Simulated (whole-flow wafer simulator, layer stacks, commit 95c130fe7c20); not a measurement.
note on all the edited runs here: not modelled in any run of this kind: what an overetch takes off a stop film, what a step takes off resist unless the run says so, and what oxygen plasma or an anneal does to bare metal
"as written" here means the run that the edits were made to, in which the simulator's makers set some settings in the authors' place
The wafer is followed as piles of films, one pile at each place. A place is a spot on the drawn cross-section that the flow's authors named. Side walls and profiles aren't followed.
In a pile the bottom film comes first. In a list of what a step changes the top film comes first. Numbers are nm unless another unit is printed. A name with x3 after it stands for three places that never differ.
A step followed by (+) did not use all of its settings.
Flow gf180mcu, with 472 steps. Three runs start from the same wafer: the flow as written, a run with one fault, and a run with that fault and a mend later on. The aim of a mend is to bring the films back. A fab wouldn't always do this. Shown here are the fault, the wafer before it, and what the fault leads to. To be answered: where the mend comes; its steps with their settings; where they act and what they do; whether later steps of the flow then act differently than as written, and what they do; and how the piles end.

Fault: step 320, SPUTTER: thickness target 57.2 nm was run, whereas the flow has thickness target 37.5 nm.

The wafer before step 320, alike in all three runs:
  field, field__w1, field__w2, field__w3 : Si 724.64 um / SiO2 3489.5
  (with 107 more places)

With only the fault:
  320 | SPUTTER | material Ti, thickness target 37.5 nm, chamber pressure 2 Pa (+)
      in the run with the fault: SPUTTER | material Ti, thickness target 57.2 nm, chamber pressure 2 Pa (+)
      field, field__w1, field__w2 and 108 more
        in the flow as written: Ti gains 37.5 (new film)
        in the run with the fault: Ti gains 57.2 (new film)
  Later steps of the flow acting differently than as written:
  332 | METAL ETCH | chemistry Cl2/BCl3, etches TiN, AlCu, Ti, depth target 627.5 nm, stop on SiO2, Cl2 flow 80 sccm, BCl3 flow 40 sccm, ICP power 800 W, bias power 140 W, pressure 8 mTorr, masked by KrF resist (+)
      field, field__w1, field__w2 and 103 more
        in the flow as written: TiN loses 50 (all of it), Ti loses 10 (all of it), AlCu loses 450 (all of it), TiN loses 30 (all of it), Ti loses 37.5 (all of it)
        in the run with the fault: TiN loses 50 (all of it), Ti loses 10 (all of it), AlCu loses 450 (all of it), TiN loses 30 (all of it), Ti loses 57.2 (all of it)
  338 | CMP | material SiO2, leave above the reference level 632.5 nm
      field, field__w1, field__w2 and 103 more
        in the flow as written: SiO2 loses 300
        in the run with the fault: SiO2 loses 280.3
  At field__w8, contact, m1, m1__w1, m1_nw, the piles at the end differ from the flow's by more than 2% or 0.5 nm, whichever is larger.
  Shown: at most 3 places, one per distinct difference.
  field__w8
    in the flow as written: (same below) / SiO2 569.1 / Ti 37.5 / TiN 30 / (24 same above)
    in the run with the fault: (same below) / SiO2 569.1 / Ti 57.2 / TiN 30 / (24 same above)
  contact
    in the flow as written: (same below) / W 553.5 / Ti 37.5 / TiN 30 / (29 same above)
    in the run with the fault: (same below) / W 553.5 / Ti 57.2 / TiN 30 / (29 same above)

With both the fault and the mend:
  The mend stands after step 331.
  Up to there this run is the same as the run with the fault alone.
  332 | METAL ETCH | chemistry Cl2/BCl3, etches TiN, AlCu, Ti, depth target 647.2 nm, stop on SiO2, Cl2 flow 80 sccm, BCl3 flow 40 sccm, ICP power 800 W, bias power 140 W, pressure 8 mTorr, masked by KrF resist (+) (the flow's step 332, where the flow has depth target 627.5 nm)
      field, field__w1, field__w2 and 103 more
        TiN loses 50 (all of it), Ti loses 10 (all of it), AlCu loses 450 (all of it), TiN loses 30 (all of it), Ti loses 57.2 (all of it)
      field__w8, contact, m1, m1__w1, m1_nw
        KrF resist loses 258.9
  Later steps of the flow acting differently than as written (1 other step is not shown; it differs only slightly, by no more than 2% or 0.5 nm, whichever is larger):
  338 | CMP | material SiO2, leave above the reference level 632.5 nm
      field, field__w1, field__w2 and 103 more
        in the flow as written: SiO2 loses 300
        in the run with the mend: SiO2 loses 280.3
  At field__w8, contact, m1, m1__w1, m1_nw, the piles at the end differ from the flow's by more than 2% or 0.5 nm, whichever is larger.
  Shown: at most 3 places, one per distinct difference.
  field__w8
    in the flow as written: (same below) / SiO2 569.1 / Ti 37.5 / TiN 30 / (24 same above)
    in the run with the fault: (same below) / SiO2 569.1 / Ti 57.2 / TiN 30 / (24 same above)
    in the run with the mend: (same below) / SiO2 569.1 / Ti 57.2 / TiN 30 / (24 same above)
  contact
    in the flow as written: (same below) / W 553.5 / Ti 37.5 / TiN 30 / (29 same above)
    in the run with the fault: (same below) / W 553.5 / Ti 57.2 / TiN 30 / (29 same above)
    in the run with the mend: (same below) / W 553.5 / Ti 57.2 / TiN 30 / (29 same above)
